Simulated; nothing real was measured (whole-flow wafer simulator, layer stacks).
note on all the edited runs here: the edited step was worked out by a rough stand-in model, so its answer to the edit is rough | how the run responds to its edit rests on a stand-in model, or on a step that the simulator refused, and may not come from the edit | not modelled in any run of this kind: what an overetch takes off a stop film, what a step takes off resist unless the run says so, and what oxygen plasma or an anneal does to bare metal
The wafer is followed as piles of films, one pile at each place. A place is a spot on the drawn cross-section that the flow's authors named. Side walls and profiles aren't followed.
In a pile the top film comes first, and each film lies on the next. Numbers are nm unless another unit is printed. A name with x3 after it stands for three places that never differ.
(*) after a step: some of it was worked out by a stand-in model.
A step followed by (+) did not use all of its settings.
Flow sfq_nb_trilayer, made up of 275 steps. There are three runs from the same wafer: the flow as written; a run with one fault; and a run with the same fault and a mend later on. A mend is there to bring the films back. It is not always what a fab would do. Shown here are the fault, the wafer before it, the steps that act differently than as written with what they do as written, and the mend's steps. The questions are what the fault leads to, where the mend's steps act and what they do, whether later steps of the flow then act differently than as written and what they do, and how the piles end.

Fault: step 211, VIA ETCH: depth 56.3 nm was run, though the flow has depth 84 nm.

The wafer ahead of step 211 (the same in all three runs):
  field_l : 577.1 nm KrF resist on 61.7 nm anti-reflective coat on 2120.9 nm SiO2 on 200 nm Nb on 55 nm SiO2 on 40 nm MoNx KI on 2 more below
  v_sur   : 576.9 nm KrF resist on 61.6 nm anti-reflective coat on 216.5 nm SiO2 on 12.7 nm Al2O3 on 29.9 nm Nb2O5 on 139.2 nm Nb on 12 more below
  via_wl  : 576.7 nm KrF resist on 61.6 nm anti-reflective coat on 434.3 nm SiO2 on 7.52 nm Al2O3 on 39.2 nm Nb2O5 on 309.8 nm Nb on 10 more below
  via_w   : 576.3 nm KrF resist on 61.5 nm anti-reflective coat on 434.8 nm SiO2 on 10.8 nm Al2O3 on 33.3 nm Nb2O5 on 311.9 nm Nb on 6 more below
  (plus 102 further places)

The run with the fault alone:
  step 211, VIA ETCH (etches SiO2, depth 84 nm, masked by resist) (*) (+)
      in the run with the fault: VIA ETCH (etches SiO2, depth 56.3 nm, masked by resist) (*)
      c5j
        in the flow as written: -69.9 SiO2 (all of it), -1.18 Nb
        in the run with the fault: -56.3 SiO2
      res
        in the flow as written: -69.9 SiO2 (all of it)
        in the run with the fault: -56.3 SiO2
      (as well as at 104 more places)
  Steps further on in the flow that do not act as written (5 more steps, not shown, differ only slightly: by at most 2% or 0.5 nm, whichever is larger):
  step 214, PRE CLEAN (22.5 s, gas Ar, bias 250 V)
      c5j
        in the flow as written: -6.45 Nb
        in the run with the fault: -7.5 SiO2
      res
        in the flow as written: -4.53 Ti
        in the run with the fault: -7.5 SiO2
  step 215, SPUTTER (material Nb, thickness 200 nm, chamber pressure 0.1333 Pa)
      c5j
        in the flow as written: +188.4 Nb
        in the run with the fault: +192.8 Nb (new film)
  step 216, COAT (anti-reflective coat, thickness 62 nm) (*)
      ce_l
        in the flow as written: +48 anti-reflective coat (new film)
        in the run with the fault: +51.5 anti-reflective coat (new film)
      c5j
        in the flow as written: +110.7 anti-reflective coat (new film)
        in the run with the fault: +100.7 anti-reflective coat (new film)
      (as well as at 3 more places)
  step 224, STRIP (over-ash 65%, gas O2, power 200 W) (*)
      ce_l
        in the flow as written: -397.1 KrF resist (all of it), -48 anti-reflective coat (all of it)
        in the run with the fault: -395 KrF resist (all of it), -51.5 anti-reflective coat (all of it)
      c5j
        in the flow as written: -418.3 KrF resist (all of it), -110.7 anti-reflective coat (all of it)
        in the run with the fault: -411.9 KrF resist (all of it), -100.7 anti-reflective coat (all of it)
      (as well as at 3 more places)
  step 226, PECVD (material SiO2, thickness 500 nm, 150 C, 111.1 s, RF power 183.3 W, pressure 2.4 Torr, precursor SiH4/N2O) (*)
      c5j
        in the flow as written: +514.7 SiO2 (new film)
        in the run with the fault: +500 SiO2 (new film)
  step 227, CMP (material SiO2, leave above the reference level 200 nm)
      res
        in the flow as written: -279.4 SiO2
        in the run with the fault: -292.1 SiO2
  By the end, the piles at c5j, res depart from the flow's by more than 2% or 0.5 nm, whichever is larger.
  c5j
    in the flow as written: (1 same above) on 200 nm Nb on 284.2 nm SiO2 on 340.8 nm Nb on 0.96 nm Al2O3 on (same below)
    in the run with the fault: (1 same above) on 200 nm Nb on 266.1 nm SiO2 on 192.8 nm Nb on 6.09 nm SiO2 on 160 nm Nb on 0.96 nm Al2O3 on (same below)
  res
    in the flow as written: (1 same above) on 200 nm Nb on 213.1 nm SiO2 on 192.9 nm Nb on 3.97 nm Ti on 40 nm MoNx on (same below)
    in the run with the fault: (1 same above) on 200 nm Nb on 200.4 nm SiO2 on 195 nm Nb on 6.06 nm SiO2 on 8.5 nm Ti on 40 nm MoNx on (same below)

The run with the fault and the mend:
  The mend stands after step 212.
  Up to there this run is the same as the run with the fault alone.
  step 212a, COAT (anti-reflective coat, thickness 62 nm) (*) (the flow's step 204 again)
      field_r, ln_m5, p4_fl x3 and 61 more
        +62 anti-reflective coat (new film)
      lsp_m, ln_m6, lsp_r and 6 more
        +61.9 anti-reflective coat (new film)
      v_sur, via_wl
        +61.5 anti-reflective coat (new film)
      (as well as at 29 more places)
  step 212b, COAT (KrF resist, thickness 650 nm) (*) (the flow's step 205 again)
      l0_sur, l0v, p4_fl x3 and 44 more
        +650 KrF resist (new film)
      wl_b_m5, wl_b_sr, wl_c_sl and 12 more
        +649.9 KrF resist (new film)
      r5r_line_l, r5r_line_c, r5r_line_r
        +634.3 KrF resist (new film)
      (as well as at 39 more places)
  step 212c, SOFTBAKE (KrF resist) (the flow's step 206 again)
      leaves every film unchanged at each place that is followed
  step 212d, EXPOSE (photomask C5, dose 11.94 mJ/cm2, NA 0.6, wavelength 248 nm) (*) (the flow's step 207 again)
      leaves every film unchanged at each place that is followed
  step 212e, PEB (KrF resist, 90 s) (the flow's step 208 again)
      field_l, sp_r, moat and 79 more
        -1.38 KrF resist
      v_sur, via_wl, via_w, via_wr, via_sp, be_sur, jj_sur, res
        -1.37 KrF resist
      r5r_line_l, r5r_line_c, r5r_line_r
        -1.34 KrF resist
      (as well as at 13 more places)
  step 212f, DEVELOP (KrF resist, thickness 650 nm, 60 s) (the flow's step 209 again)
      field_l, v_sur, via_wl and 101 more
        -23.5 KrF resist
      c5j
        -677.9 KrF resist (all of it)
      res
        -646.4 KrF resist (all of it)
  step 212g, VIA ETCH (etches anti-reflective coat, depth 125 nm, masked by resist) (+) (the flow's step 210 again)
      field_l, v_sur, via_wl and 101 more
        -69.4 KrF resist
      c5j
        -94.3 anti-reflective coat (all of it), -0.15 SiO2
      res
        -83.4 anti-reflective coat (all of it), -0.21 SiO2
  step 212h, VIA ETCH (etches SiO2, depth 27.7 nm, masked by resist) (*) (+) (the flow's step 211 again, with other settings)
      field_l, v_sur, via_wl and 101 more
        -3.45 KrF resist
      c5j
        -13.4 SiO2 (all of it), -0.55 Nb
      res
        -13.3 SiO2 (all of it)
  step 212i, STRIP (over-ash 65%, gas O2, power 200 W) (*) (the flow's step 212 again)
      p4_fl x3, p4_w1 x9, p4_g1 x2 and 33 more
        -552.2 KrF resist (all of it), -62 anti-reflective coat (all of it)
      wl_b_m5, wl_b_sr, wl_c_sl and 12 more
        -552.1 KrF resist (all of it), -62 anti-reflective coat (all of it)
      lsp_r, l0_sur
        -552.3 KrF resist (all of it), -61.9 anti-reflective coat (all of it)
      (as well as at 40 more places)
  None of the later steps of the flow differs from how it acts as written, at any place that is followed, by more than 2% or 0.5 nm, whichever is larger.
  The piles end only slightly different from the flow's at the places that both follow, by no more than 2% or 0.5 nm, whichever is larger.
